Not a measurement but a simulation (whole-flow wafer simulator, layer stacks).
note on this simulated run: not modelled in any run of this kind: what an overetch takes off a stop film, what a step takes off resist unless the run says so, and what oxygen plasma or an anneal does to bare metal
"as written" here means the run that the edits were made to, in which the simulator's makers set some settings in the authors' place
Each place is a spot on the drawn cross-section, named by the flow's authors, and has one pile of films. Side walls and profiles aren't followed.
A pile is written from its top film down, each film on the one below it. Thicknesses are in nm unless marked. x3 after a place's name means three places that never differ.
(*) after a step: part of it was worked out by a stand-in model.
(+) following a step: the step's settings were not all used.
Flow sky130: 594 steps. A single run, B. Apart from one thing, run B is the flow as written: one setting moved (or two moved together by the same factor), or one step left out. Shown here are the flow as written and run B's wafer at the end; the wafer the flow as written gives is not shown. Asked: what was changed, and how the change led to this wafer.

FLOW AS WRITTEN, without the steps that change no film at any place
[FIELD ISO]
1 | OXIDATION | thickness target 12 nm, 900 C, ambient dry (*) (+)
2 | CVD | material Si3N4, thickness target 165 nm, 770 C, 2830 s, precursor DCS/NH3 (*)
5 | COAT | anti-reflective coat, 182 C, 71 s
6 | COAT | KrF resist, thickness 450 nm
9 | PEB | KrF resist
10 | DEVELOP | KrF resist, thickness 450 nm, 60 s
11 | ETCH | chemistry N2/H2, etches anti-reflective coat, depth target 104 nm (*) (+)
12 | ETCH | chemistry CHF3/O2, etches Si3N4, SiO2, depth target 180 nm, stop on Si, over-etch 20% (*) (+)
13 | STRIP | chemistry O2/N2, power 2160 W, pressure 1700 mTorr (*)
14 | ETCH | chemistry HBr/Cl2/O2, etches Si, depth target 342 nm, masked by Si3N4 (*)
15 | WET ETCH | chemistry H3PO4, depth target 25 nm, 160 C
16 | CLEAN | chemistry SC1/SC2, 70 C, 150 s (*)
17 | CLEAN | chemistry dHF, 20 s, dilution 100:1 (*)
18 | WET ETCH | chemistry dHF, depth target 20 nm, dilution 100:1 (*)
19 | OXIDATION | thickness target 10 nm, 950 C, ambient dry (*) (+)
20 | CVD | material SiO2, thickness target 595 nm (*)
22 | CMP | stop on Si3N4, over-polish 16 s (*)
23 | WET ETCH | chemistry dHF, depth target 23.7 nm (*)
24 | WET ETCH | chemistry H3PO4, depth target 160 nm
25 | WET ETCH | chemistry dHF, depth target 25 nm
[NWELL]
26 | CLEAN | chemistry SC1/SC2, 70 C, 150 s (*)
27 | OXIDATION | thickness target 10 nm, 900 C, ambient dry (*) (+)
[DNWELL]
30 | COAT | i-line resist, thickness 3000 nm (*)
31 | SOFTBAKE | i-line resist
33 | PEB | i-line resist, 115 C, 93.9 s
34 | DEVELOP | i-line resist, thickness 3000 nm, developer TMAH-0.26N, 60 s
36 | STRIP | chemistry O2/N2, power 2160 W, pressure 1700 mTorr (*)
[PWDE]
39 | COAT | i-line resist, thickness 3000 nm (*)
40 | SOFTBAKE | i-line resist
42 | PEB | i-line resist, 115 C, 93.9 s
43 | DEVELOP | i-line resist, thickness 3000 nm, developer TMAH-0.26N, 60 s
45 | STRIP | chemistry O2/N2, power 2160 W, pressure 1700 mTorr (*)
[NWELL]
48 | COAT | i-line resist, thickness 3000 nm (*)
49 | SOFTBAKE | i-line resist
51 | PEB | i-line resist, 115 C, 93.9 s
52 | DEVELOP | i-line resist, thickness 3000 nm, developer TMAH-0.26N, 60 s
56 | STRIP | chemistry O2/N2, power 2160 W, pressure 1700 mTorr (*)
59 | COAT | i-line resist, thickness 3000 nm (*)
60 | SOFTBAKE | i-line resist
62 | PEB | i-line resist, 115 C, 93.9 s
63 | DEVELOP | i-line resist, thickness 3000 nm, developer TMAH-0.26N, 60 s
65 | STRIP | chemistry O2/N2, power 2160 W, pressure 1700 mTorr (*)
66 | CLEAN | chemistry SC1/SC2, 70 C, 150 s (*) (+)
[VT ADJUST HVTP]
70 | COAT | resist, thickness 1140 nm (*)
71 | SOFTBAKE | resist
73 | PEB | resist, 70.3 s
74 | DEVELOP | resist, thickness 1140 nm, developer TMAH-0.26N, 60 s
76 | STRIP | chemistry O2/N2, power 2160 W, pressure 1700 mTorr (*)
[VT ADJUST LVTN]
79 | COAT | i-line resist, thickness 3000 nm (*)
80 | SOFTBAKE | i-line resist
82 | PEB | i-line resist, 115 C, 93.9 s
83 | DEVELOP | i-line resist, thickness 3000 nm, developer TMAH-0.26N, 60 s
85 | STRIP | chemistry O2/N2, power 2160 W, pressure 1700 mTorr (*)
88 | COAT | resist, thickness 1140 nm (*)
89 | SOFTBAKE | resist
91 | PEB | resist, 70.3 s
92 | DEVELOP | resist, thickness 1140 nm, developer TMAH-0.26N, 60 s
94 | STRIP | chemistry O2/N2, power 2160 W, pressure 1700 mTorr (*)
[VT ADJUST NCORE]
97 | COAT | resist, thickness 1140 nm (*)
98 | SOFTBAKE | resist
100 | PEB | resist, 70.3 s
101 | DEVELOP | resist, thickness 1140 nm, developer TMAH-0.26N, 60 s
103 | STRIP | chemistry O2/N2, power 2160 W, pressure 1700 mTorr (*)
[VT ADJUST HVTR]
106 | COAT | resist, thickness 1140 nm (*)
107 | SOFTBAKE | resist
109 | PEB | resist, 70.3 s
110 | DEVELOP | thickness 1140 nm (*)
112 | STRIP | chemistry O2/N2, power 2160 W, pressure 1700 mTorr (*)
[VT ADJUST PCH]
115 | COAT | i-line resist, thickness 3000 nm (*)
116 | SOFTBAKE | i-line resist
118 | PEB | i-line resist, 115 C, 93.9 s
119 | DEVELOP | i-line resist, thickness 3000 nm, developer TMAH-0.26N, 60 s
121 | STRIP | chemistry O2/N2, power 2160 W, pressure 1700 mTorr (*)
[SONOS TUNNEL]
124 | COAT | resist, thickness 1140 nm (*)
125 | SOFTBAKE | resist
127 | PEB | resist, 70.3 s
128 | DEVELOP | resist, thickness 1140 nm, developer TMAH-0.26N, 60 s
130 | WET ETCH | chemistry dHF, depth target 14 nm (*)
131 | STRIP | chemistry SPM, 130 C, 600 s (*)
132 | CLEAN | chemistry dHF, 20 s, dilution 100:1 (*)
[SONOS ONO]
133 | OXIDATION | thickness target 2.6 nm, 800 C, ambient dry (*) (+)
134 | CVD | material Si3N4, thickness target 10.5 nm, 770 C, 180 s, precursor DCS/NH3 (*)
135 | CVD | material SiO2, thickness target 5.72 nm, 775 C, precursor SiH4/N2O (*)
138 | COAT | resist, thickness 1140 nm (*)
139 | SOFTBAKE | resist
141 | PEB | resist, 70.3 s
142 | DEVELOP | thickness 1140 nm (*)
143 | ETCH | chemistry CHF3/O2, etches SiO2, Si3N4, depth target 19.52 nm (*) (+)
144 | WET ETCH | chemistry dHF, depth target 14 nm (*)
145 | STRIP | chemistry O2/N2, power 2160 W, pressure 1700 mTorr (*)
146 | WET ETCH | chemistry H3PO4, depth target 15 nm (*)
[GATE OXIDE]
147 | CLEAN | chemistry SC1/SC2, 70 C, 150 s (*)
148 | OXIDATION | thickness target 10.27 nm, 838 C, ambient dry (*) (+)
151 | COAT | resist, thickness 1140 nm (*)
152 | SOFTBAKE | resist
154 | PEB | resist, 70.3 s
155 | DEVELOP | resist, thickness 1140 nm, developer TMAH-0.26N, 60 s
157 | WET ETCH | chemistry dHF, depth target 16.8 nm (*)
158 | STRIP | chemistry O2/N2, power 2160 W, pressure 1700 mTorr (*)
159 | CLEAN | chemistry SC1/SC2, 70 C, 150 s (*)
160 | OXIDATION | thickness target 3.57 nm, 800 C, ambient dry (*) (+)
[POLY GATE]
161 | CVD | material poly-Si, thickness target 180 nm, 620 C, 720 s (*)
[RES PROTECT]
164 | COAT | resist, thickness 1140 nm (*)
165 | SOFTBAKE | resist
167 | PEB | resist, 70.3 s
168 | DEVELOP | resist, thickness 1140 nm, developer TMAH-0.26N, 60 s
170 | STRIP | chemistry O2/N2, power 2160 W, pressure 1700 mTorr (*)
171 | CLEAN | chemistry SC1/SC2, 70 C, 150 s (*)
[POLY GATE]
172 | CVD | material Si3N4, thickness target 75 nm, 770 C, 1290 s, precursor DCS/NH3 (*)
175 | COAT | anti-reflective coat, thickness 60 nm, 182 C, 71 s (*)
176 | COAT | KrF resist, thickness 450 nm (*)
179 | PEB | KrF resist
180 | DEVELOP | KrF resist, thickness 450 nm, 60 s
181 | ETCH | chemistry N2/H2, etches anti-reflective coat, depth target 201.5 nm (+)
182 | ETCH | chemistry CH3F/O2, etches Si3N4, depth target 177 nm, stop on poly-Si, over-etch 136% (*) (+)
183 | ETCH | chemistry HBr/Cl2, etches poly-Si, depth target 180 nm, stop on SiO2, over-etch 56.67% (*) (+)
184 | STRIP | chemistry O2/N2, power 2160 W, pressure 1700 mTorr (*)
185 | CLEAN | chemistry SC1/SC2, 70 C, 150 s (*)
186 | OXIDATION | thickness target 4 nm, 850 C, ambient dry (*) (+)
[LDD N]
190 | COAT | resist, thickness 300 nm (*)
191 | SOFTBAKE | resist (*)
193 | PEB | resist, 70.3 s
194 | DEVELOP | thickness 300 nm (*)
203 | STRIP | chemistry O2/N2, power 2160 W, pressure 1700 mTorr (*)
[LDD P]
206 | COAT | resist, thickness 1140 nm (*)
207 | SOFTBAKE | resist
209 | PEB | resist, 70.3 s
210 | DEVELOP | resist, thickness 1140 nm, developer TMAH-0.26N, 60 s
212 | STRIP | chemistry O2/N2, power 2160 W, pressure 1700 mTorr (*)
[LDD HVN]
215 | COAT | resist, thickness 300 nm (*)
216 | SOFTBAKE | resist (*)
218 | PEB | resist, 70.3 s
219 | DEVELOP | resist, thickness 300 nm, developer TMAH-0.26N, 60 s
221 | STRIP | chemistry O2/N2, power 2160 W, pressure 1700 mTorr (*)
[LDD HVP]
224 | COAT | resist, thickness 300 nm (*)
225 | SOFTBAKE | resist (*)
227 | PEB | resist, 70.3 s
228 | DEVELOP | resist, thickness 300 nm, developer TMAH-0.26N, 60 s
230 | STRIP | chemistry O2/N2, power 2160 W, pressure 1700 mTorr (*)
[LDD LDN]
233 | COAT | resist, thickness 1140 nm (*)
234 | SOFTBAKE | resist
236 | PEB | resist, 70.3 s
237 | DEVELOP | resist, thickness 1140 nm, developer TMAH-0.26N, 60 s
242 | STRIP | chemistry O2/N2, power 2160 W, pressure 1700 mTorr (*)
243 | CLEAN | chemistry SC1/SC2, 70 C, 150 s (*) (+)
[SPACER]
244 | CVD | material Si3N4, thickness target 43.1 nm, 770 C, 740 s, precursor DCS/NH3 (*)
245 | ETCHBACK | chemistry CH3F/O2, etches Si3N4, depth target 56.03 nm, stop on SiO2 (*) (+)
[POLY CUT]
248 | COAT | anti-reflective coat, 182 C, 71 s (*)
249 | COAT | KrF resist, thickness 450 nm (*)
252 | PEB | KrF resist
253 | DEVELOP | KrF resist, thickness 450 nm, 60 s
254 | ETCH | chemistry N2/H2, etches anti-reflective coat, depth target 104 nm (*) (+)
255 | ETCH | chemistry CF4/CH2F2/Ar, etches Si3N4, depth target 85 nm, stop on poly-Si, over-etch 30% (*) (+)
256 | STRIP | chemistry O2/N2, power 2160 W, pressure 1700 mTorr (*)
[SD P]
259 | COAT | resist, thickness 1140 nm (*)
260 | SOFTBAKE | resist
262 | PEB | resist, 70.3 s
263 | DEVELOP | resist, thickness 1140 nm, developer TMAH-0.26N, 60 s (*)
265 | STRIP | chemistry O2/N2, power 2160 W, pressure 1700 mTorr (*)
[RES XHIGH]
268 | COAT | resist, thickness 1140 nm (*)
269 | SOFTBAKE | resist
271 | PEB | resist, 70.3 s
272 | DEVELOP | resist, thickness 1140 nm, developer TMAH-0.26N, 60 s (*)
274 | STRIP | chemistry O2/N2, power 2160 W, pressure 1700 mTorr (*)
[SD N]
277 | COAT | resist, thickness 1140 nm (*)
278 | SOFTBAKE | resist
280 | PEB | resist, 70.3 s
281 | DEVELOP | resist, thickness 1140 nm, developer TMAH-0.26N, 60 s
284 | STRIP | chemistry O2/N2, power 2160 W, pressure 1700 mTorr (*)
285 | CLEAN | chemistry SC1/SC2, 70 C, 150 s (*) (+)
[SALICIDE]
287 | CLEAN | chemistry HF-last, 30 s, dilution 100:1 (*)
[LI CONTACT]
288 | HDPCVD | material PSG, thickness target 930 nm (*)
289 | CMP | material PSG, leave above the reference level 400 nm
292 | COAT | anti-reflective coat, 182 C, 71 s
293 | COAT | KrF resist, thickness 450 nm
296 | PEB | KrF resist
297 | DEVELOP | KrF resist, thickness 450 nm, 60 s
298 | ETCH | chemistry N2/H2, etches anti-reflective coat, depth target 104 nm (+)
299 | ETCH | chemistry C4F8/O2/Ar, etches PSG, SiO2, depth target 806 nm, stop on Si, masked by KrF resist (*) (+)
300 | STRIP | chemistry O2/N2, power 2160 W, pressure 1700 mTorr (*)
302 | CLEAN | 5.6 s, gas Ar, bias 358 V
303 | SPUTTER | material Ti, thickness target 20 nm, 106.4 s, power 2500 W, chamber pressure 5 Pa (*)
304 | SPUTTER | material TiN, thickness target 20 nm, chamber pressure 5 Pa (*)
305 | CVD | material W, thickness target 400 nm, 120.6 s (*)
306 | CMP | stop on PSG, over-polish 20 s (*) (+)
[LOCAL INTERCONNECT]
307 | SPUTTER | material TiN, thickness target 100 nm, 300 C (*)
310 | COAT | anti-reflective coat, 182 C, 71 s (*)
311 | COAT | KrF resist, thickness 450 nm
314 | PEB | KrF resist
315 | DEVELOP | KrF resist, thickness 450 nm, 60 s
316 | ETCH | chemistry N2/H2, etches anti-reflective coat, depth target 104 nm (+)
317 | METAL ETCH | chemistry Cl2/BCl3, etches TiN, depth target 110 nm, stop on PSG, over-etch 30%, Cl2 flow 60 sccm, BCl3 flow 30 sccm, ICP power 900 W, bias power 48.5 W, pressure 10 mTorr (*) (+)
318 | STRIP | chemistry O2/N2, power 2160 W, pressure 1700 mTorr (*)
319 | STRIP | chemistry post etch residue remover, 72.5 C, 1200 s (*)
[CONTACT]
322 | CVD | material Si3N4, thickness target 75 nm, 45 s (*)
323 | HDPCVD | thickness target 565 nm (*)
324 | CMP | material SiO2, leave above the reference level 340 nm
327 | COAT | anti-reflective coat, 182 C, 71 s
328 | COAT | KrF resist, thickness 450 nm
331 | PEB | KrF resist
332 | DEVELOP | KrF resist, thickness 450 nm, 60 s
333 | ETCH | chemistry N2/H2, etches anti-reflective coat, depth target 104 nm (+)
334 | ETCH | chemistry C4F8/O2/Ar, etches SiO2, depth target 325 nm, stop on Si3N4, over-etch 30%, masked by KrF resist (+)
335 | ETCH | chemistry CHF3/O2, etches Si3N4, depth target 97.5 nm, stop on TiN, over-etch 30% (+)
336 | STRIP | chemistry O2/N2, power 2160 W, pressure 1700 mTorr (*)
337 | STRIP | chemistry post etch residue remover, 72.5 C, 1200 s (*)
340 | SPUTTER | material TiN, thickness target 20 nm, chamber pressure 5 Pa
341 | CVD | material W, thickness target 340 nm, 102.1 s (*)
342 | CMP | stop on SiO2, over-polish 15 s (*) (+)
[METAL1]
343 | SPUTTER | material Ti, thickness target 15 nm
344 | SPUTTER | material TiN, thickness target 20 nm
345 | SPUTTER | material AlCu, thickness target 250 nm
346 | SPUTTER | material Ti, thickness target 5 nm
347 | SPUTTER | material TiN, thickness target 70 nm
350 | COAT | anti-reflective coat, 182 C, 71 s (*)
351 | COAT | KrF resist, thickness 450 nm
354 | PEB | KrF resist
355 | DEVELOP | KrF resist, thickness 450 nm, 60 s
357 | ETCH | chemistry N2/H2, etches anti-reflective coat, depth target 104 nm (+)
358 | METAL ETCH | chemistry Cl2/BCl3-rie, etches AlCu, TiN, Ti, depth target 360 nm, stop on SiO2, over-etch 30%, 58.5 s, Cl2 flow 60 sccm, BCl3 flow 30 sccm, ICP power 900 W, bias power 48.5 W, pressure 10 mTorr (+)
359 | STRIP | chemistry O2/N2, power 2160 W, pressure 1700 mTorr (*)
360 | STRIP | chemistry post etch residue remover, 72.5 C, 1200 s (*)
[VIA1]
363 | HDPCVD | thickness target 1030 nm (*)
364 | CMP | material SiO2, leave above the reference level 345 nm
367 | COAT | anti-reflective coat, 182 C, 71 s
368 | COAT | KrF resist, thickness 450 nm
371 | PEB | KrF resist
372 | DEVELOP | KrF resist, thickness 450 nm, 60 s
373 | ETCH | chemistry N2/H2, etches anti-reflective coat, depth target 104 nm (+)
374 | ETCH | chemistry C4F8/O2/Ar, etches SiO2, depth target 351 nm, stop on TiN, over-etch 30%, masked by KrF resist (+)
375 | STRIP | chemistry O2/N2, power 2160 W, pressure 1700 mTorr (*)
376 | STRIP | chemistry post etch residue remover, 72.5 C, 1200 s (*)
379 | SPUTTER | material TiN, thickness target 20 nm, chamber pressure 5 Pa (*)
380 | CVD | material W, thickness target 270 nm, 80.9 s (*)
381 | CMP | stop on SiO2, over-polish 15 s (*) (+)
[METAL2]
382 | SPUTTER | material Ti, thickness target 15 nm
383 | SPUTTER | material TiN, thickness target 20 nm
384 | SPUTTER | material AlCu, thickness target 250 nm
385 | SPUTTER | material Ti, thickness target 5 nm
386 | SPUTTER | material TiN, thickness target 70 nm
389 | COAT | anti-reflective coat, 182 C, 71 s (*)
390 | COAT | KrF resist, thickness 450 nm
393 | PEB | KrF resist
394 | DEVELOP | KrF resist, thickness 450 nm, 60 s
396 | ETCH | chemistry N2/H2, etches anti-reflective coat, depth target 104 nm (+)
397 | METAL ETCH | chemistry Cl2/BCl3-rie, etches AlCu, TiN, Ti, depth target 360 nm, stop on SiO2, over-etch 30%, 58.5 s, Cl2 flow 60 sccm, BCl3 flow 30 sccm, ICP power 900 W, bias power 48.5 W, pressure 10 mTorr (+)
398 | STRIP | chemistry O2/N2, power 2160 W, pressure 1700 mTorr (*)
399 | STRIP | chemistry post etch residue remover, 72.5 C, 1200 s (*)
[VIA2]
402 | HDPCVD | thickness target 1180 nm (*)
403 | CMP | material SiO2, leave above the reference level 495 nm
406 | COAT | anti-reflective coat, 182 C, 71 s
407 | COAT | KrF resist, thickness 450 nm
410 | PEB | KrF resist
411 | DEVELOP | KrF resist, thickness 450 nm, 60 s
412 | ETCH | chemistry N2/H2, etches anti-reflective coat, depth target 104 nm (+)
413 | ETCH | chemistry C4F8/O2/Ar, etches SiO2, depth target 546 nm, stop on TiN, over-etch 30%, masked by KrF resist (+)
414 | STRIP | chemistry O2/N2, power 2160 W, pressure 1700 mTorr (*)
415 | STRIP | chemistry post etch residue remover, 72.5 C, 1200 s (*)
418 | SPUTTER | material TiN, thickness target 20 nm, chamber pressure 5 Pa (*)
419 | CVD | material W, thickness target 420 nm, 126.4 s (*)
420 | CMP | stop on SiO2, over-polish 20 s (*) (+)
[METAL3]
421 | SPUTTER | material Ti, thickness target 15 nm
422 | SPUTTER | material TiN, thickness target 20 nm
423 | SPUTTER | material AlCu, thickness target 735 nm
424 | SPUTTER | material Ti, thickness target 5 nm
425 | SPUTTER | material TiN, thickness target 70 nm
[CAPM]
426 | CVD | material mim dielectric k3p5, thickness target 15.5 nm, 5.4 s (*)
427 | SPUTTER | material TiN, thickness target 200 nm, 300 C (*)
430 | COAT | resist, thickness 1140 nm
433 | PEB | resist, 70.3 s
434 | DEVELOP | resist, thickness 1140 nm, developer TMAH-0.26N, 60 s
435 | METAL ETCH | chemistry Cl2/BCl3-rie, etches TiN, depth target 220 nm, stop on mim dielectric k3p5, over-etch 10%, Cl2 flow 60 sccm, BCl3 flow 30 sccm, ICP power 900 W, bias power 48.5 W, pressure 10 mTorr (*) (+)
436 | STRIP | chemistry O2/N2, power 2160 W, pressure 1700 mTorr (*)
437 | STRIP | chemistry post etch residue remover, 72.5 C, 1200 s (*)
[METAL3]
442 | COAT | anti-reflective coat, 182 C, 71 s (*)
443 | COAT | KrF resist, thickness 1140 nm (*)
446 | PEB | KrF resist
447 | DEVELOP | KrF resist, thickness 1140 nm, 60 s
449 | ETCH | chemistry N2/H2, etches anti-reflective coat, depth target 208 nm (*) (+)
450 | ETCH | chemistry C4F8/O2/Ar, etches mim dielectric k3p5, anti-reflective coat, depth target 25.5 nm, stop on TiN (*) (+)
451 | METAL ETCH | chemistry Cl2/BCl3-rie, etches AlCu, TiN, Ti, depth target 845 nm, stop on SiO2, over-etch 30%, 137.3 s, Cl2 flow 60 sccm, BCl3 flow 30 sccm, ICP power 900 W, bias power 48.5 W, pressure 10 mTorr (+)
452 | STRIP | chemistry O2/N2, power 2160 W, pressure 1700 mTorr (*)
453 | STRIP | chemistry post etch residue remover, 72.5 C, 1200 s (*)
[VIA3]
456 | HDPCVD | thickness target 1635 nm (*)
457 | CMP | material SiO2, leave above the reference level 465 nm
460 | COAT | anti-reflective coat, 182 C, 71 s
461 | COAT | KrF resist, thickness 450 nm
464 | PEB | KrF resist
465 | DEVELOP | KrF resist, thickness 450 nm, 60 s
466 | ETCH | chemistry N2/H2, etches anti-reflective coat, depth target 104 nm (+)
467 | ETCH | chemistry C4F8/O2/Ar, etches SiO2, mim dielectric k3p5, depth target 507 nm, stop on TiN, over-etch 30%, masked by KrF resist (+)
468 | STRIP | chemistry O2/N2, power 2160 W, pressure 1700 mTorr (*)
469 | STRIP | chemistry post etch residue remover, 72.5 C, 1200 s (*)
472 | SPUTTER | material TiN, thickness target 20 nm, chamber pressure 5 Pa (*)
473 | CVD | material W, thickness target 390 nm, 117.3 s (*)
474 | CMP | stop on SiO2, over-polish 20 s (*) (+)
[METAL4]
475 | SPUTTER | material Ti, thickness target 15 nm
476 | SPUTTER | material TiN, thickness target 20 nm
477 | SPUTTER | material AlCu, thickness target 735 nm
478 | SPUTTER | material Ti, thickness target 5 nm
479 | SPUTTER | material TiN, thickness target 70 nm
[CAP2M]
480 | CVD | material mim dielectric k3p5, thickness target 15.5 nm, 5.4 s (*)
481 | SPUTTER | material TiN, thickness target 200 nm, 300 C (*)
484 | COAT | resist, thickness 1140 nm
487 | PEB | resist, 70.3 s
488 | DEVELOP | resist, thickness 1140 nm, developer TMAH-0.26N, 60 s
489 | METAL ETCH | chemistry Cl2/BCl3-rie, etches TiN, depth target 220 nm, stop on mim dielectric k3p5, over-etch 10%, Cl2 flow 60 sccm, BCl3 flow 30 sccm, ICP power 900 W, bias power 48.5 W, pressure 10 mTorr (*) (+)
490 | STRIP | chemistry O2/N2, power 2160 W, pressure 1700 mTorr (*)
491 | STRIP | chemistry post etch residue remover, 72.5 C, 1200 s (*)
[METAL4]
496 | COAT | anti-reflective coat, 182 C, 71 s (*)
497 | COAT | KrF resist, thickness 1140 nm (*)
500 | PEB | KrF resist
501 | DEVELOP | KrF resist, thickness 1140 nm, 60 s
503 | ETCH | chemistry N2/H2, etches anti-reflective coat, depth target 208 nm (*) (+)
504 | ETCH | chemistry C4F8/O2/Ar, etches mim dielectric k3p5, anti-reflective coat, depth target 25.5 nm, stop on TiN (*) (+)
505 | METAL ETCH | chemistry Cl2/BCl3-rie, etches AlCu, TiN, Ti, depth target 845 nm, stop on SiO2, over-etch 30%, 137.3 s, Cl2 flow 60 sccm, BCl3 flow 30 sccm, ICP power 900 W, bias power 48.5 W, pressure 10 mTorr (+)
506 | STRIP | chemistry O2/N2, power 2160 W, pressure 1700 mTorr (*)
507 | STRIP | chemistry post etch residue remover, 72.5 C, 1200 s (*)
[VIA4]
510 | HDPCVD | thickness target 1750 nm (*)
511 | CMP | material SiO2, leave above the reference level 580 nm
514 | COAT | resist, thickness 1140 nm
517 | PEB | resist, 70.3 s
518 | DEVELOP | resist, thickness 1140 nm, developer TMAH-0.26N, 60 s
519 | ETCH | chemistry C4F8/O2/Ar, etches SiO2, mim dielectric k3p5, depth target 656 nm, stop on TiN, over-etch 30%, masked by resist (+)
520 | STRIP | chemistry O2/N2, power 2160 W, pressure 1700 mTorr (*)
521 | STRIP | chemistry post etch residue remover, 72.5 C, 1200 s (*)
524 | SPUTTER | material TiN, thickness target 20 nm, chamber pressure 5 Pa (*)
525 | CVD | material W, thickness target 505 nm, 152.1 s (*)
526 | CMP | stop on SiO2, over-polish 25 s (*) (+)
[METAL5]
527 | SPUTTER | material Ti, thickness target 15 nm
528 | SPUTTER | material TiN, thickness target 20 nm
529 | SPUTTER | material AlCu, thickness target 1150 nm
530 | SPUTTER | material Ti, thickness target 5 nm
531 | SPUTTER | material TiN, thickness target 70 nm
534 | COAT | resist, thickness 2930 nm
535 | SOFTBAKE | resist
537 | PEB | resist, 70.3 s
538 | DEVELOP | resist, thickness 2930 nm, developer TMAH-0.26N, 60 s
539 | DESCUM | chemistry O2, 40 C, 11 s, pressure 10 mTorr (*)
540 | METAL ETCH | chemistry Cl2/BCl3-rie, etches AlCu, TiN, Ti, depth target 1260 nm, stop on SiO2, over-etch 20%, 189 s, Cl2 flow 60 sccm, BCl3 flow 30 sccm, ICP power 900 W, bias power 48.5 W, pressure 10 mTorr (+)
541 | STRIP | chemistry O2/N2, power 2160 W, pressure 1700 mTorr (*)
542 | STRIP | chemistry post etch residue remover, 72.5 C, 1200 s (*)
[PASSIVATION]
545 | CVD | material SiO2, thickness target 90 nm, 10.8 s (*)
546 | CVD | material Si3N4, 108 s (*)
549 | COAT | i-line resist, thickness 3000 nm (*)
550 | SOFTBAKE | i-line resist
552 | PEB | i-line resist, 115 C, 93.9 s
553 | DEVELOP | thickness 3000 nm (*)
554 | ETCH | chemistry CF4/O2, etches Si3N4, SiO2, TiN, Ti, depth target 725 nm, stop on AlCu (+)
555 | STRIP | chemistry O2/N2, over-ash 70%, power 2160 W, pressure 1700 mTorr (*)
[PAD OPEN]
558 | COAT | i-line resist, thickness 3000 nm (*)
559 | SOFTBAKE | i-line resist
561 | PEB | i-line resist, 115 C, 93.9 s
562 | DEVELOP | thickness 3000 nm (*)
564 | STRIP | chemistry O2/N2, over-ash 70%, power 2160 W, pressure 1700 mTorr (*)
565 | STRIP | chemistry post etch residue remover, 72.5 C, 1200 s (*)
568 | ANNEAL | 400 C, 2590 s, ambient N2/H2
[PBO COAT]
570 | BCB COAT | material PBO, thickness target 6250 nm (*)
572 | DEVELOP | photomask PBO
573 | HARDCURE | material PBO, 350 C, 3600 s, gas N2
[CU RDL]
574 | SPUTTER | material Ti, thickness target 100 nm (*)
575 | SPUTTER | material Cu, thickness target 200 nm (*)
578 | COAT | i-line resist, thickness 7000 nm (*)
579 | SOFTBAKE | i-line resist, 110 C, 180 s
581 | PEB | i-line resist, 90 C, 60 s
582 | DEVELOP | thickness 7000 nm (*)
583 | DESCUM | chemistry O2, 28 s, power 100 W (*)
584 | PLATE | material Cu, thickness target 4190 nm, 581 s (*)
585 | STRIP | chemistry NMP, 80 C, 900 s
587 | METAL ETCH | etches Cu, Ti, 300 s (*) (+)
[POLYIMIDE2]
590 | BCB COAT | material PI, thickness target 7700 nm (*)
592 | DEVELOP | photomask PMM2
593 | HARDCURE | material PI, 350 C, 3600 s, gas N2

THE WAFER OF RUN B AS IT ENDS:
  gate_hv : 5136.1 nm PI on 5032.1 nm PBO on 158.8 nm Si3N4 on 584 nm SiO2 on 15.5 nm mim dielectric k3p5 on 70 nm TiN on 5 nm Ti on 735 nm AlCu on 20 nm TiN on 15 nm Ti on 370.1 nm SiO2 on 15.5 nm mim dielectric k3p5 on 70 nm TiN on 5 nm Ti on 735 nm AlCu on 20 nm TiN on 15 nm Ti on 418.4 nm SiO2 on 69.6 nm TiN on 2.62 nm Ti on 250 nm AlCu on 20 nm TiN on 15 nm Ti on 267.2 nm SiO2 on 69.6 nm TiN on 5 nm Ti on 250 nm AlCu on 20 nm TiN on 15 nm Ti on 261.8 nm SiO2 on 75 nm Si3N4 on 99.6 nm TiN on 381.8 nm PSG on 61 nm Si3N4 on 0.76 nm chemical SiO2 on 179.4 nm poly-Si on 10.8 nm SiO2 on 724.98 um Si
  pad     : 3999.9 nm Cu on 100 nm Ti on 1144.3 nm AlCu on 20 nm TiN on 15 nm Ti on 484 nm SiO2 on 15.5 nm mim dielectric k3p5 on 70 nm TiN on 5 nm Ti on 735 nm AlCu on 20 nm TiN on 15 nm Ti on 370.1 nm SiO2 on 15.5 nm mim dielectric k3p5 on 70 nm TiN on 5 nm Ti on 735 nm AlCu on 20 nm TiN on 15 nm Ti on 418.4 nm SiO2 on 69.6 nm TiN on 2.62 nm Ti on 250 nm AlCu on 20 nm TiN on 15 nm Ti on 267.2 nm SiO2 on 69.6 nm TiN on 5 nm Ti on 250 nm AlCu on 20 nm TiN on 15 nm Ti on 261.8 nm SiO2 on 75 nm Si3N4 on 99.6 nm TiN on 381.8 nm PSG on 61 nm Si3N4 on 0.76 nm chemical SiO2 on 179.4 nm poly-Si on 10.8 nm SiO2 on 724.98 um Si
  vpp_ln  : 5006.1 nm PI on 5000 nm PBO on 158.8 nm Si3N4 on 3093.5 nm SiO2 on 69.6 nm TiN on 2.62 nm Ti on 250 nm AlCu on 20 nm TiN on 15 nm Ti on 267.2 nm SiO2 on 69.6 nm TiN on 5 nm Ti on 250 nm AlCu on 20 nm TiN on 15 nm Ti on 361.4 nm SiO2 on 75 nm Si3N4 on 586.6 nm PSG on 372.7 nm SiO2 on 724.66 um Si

The reason: step 385, SPUTTER: thickness target 2.62 nm was run, whereas the flow has thickness target 5 nm.
One can read it off the wafer: gate_hv has Ti 2.62, and step 385 as written asks for 5 nm.

How this came from the change, step by step:
  385 | SPUTTER | material Ti, thickness target 5 nm
      field, active, n_well and 188 more: +2.62 Ti (new film) (as written it would have been: +5 Ti (new film))
  397 | METAL ETCH | chemistry Cl2/BCl3-rie, etches AlCu, TiN, Ti, depth target 360 nm, stop on SiO2, over-etch 30%, 58.5 s, Cl2 flow 60 sccm, BCl3 flow 30 sccm, ICP power 900 W, bias power 48.5 W, pressure 10 mTorr (+)
      field, active, gate and 82 more: -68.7 TiN (all of it), -2.62 Ti (all of it), -250 AlCu (all of it), -20 TiN (all of it), -15 Ti (all of it), -11.2 SiO2 (as written it would have been: -68.7 TiN (all of it), -5 Ti (all of it), -250 AlCu (all of it), -20 TiN (all of it), -15 Ti (all of it), -10.9 SiO2)
